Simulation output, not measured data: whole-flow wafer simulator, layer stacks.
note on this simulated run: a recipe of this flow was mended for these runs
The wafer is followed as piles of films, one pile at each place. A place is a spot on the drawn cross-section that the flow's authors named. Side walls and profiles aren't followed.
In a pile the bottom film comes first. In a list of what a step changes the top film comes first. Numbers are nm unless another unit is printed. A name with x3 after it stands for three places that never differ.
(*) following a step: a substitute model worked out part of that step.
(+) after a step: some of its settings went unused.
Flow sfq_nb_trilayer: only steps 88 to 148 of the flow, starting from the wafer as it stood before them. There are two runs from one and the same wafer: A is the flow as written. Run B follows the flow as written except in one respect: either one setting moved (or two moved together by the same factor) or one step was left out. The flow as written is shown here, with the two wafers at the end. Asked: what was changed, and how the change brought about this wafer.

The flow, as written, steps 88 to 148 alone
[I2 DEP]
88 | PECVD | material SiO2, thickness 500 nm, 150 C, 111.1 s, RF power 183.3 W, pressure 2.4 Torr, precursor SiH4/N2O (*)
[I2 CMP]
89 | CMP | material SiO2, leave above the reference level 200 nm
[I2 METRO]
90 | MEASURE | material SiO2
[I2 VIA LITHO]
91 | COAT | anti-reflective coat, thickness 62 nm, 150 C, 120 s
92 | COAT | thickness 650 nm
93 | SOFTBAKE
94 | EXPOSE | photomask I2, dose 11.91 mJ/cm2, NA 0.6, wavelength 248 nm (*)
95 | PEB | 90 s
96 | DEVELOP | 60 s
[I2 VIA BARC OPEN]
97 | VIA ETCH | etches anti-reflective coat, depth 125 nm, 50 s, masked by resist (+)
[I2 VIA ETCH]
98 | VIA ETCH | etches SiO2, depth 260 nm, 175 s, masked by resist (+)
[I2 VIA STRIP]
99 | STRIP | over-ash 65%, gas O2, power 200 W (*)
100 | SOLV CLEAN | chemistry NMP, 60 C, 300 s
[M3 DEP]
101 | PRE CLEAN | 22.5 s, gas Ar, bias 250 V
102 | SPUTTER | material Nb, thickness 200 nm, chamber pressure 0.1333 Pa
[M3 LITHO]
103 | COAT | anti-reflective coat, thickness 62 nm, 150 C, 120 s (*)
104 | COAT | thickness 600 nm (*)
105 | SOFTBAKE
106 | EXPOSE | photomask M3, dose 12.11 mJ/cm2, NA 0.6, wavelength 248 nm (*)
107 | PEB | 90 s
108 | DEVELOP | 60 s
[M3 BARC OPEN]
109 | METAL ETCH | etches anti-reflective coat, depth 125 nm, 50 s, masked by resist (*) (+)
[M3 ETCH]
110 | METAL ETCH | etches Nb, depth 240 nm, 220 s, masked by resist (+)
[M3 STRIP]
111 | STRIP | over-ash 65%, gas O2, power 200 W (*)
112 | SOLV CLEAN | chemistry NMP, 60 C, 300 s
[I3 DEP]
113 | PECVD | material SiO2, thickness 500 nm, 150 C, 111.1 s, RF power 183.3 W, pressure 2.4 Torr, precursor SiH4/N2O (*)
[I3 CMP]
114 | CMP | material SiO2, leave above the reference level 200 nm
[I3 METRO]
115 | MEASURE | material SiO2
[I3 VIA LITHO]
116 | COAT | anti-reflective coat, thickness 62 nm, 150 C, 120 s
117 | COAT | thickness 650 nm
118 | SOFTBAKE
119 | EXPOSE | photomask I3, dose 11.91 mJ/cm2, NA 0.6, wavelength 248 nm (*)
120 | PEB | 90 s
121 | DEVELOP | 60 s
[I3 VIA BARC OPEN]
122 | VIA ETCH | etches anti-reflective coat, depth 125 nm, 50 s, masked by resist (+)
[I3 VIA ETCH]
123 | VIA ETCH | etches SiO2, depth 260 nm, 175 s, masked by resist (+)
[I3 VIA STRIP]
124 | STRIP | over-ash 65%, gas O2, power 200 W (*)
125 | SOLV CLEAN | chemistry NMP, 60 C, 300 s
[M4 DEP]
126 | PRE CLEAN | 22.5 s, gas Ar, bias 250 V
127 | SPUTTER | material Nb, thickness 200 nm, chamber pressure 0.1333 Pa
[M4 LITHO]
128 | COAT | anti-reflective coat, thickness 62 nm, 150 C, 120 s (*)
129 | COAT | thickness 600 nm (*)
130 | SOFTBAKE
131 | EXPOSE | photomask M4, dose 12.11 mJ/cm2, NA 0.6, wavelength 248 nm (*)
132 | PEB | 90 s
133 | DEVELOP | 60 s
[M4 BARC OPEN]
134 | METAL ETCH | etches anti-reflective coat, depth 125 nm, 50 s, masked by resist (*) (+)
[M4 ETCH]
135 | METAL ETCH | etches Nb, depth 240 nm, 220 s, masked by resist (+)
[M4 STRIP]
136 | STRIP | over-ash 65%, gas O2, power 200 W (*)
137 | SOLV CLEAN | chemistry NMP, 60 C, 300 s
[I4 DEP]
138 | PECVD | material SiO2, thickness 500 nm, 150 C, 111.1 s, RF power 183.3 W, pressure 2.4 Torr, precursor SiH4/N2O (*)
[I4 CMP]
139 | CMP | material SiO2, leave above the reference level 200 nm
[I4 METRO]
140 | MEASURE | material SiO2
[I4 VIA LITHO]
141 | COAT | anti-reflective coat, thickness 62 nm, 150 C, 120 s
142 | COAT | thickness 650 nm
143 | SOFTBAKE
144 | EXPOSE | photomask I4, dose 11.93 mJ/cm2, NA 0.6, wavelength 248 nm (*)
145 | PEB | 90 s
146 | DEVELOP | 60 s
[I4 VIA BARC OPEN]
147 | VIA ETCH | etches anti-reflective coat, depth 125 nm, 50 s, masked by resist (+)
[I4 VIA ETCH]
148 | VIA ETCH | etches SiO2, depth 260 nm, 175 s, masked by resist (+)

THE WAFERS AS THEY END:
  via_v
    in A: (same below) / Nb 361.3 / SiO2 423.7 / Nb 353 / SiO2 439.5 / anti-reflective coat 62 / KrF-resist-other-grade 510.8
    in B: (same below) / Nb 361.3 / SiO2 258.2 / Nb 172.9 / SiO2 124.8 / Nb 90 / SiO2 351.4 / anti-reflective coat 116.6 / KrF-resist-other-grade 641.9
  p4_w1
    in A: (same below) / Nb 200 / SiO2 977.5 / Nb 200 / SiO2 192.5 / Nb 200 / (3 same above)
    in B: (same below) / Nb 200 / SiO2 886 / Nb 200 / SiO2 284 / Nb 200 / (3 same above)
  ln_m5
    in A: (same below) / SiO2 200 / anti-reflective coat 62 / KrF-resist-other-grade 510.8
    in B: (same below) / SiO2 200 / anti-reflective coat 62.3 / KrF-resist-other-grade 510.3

What caused this: step 88, PECVD: thickness 312.5 nm was run, while the flow as written has thickness 500 nm; step 88, PECVD: 69.44 s was run, where the flow has 111.1 s.

How this came from the change, step by step:
  88 | PECVD | material SiO2, thickness 500 nm, 150 C, 111.1 s, RF power 183.3 W, pressure 2.4 Torr, precursor SiH4/N2O (*)
      field_l, be, be_sur and 81 more: A SiO2 gains 500 | B SiO2 gains 312.5
      v_sur, via_wl, via_w and 18 more: A SiO2 gains 500 (new film) | B SiO2 gains 312.5 (new film)
      (as well as at 1 more place)
  89 | CMP | material SiO2, leave above the reference level 200 nm
      field_l, be, be_sur and 81 more: A SiO2 loses 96 | B nothing
      via_v: A SiO2 loses 181.6 | B nothing
      (as well as at 21 more places)
  91 | COAT | anti-reflective coat, thickness 62 nm, 150 C, 120 s
      m0r_line_l x3, m0r_line_r x3: A anti-reflective coat gains 62 (new film) | B anti-reflective coat gains 65.8 (new film)
      m0r_space_l, m0r_space_r, m6r_space_l x2, m6r_space_r x2: A anti-reflective coat gains 62 (new film) | B anti-reflective coat gains 84.3 (new film)
      (as well as at 65 more places)
  92 | COAT | thickness 650 nm
      m0r_line_l x3, m0r_line_r x3: A KrF-resist-other-grade gains 650 (new film) | B KrF-resist-other-grade gains 670.1 (new film)
      m5r_line_l, m5r_line_r: A KrF-resist-other-grade gains 650 (new film) | B KrF-resist-other-grade gains 672.2 (new film)
      (as well as at 29 more places)
  96 | DEVELOP | 60 s
      via_w: A KrF-resist-other-grade loses 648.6 (all of it) | B KrF-resist-other-grade loses 609.7 (all of it)
  97 | VIA ETCH | etches anti-reflective coat, depth 125 nm, 50 s, masked by resist (+)
      via_w: A anti-reflective coat loses 62 (all of it), SiO2 loses 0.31 | B anti-reflective coat loses 66.5 (all of it), SiO2 loses 0.29
  99 | STRIP | over-ash 65%, gas O2, power 200 W (*)
      m0r_line_l x3, m0r_line_r x3: A KrF-resist-other-grade loses 510.8 (all of it), anti-reflective coat loses 62 (all of it) | B KrF-resist-other-grade loses 530.9 (all of it), anti-reflective coat loses 65.8 (all of it)
      m0r_space_l, m0r_space_r, m6r_space_l x2, m6r_space_r x2: A KrF-resist-other-grade loses 510.8 (all of it), anti-reflective coat loses 62 (all of it) | B KrF-resist-other-grade loses 515.7 (all of it), anti-reflective coat loses 84.3 (all of it)
      (as well as at 69 more places)
  102 | SPUTTER | material Nb, thickness 200 nm, chamber pressure 0.1333 Pa
      via_v: A Nb gains 200 (new film) | B Nb gains 172.9 (new film)
  103 | COAT | anti-reflective coat, thickness 62 nm, 150 C, 120 s (*)
      m0r_line_l x3, m0r_line_r x3: A anti-reflective coat gains 62 (new film) | B anti-reflective coat gains 63.4 (new film)
      m0r_space_l, m0r_space_r, m6r_space_l x2, m6r_space_r x2: A anti-reflective coat gains 62 (new film) | B anti-reflective coat gains 82.1 (new film)
      (as well as at 63 more places)
  104 | COAT | thickness 600 nm (*)
      m0r_line_l x3, m0r_line_r x3: A KrF-resist-other-grade gains 600 (new film) | B KrF-resist-other-grade gains 619.5 (new film)
      wl_e_sr, m8r_pad_l: A KrF-resist-other-grade gains 600 (new film) | B KrF-resist-other-grade gains 583.1 (new film)
      (as well as at 34 more places)
  108 | DEVELOP | 60 s
      m0r_line_l x3, m0r_line_r x3: A KrF-resist-other-grade loses 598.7 (all of it) | B KrF-resist-other-grade loses 618.2 (all of it)
      m5r_line_l, m5r_line_r: A KrF-resist-other-grade loses 598.7 (all of it) | B KrF-resist-other-grade loses 619.1 (all of it)
      (as well as at 19 more places)
  109 | METAL ETCH | etches anti-reflective coat, depth 125 nm, 50 s, masked by resist (*) (+)
      m0r_line_l x3, m0r_line_r x3: A anti-reflective coat loses 62 (all of it) | B anti-reflective coat loses 63.4 (all of it)
      m0r_space_l, m0r_space_r, m6r_space_l x2, m6r_space_r x2: A anti-reflective coat loses 62 (all of it) | B anti-reflective coat loses 82.1 (all of it)
      (as well as at 41 more places)
  111 | STRIP | over-ash 65%, gas O2, power 200 W (*)
      v_sur: A KrF-resist-other-grade loses 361 (all of it), anti-reflective coat loses 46 (all of it) | B KrF-resist-other-grade loses 331.1 (all of it), anti-reflective coat loses 32.9 (all of it)
      via_wl: A KrF-resist-other-grade loses 381.1 (all of it), anti-reflective coat loses 16.7 (all of it) | B KrF-resist-other-grade loses 341.7 (all of it), anti-reflective coat loses 17.9 (all of it)
      (as well as at 22 more places)
  113 | PECVD | material SiO2, thickness 500 nm, 150 C, 111.1 s, RF power 183.3 W, pressure 2.4 Torr, precursor SiH4/N2O (*)
      via_v: A SiO2 gains 500 (new film) | B SiO2 gains 549.7 (new film)
  114 | CMP | material SiO2, leave above the reference level 200 nm
      field_l, be, be_sur and 64 more: A SiO2 loses 96 | B SiO2 loses 4.5
      p4_w1, p4_w2, p4_w3 and 6 more: A SiO2 loses 300 | B SiO2 loses 208.5
      (as well as at 9 more places)
  123 | VIA ETCH | etches SiO2, depth 260 nm, 175 s, masked by resist (+)
      via_v: A SiO2 loses 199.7 (all of it), Nb loses 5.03 | B SiO2 loses 260
  ... another 11 steps ...
  147 | VIA ETCH | etches anti-reflective coat, depth 125 nm, 50 s, masked by resist (+)
      via_wl: A anti-reflective coat loses 62 (all of it), SiO2 loses 0.31 | B anti-reflective coat loses 68.6 (all of it), SiO2 loses 0.28
      via_w: A anti-reflective coat loses 62 (all of it), SiO2 loses 0.31 | B anti-reflective coat loses 71 (all of it), SiO2 loses 0.27
      (as well as at 1 more place)
With metal films that touch counted as one body, via_v has 4 bodies (between them, from the top down: SiO2 124.8; SiO2 258.2; SiO2 192.5); the flow as written gives 3 bodies (between them, from the top down: SiO2 423.7; SiO2 192.5).
